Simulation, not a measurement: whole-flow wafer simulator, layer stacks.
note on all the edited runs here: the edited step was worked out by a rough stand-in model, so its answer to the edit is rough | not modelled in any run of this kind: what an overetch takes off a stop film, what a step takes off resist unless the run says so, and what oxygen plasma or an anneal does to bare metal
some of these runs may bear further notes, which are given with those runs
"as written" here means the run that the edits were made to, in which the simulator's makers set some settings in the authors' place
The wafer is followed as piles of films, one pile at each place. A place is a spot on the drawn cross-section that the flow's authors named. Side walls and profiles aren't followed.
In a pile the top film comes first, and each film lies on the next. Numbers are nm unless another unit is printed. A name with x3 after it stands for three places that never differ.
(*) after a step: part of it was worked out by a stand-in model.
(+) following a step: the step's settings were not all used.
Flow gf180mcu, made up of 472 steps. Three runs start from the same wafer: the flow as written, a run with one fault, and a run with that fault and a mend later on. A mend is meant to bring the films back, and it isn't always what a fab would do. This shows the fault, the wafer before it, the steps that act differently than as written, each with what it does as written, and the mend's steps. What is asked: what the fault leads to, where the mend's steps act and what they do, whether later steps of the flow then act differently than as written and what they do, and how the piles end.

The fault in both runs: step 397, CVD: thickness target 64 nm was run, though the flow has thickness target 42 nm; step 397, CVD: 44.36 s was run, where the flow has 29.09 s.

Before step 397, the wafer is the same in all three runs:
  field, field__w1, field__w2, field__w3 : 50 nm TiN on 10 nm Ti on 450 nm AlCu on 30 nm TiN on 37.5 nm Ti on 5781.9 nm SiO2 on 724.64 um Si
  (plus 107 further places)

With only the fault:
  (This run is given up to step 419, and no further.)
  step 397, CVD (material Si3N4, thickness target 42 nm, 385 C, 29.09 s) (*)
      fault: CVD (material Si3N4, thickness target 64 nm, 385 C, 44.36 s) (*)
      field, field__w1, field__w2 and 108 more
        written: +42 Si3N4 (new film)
        fault: +64 Si3N4 (new film)
  Steps further on in the flow that do not act as written:
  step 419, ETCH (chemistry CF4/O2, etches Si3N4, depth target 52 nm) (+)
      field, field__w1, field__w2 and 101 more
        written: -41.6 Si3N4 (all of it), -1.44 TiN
        fault: -52 Si3N4
  Once step 419 is done, the piles at field, field__w1, field__w2 and 109 more depart from the flow's by more than 2% or 0.5 nm, whichever is larger.
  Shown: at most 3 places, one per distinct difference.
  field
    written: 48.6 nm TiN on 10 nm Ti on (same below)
    fault: 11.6 nm Si3N4 on 50 nm TiN on 10 nm Ti on (same below)
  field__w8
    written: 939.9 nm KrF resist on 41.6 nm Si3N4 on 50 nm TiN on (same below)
    fault: 939.9 nm KrF resist on 63.6 nm Si3N4 on 50 nm TiN on (same below)
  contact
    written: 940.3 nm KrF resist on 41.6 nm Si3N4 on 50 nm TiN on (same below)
    fault: 940.3 nm KrF resist on 63.6 nm Si3N4 on 50 nm TiN on (same below)

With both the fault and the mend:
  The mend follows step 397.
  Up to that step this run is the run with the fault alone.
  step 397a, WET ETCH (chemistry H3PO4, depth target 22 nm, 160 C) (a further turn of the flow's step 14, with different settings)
      field, field__w1, field__w2 and 108 more
        -22 Si3N4
  Later steps of the flow that are run all act as written at every place that is followed.
  The piles end only slightly different from the flow's at the places that both follow, by no more than 2% or 0.5 nm, whichever is larger.
